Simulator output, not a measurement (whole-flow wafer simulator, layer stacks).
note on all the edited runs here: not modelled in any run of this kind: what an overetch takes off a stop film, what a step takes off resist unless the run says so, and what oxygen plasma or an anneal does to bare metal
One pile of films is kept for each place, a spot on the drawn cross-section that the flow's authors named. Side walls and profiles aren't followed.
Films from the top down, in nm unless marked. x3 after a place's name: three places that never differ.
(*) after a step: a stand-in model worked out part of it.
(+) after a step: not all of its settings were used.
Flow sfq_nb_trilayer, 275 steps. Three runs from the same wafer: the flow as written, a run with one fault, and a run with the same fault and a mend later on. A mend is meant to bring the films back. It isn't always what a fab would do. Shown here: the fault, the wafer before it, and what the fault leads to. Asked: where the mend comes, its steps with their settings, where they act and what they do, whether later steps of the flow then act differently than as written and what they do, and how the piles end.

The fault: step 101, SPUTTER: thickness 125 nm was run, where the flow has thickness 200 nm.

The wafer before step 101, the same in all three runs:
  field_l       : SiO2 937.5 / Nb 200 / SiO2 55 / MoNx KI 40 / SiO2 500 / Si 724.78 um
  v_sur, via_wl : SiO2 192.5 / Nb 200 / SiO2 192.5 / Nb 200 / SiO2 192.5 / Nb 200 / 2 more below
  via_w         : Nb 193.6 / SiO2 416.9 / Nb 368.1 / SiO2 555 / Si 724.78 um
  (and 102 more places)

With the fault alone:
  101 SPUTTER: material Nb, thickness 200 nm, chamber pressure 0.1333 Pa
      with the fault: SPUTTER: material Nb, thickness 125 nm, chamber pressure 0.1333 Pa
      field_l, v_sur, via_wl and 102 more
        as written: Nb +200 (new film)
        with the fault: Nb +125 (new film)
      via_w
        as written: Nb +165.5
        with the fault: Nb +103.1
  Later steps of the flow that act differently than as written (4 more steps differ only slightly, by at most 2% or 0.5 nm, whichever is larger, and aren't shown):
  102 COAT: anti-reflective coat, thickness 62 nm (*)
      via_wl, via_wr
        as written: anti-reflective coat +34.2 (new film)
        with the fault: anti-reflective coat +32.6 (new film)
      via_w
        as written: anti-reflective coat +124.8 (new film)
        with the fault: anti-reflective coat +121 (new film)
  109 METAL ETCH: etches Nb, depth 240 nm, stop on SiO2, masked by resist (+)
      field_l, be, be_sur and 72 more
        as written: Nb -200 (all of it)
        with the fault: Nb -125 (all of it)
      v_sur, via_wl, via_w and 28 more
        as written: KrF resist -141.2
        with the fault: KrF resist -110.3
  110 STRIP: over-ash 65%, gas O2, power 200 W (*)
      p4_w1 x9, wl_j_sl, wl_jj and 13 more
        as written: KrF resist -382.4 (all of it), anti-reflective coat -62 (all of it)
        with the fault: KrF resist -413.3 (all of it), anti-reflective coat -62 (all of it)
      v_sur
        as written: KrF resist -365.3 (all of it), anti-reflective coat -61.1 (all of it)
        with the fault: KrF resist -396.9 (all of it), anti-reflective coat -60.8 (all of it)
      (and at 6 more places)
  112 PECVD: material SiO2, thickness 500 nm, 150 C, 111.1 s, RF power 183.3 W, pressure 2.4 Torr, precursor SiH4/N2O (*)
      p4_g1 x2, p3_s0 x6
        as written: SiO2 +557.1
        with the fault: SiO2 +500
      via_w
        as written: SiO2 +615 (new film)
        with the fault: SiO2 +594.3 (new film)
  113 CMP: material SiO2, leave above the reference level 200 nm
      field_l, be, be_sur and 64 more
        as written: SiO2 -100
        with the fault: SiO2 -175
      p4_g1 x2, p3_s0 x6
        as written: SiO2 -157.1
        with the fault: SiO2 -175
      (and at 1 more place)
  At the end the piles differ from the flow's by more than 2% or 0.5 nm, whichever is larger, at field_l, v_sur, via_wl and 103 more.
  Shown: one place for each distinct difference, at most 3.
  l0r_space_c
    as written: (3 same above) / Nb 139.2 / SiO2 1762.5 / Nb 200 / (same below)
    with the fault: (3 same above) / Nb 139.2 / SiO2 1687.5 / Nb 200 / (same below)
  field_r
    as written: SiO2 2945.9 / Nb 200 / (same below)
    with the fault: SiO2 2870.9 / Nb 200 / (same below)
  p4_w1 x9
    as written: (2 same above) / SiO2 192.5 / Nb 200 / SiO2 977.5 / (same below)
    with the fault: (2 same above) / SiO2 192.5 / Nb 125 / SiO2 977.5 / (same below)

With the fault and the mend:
  The mend comes after step 101.
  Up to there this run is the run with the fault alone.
  101a SPUTTER: material Nb, thickness 75 nm, chamber pressure 0.1333 Pa (the flow's step 101 once more, with other settings)
      field_l, v_sur, via_wl and 102 more
        Nb +75
      via_w
        Nb +60.1
  No later step of the flow acts differently than as written, at any place that is followed, by more than 2% or 0.5 nm, whichever is larger.
  At the end the piles differ from the flow's only slightly at the places that both follow, by at most 2% or 0.5 nm, whichever is larger.
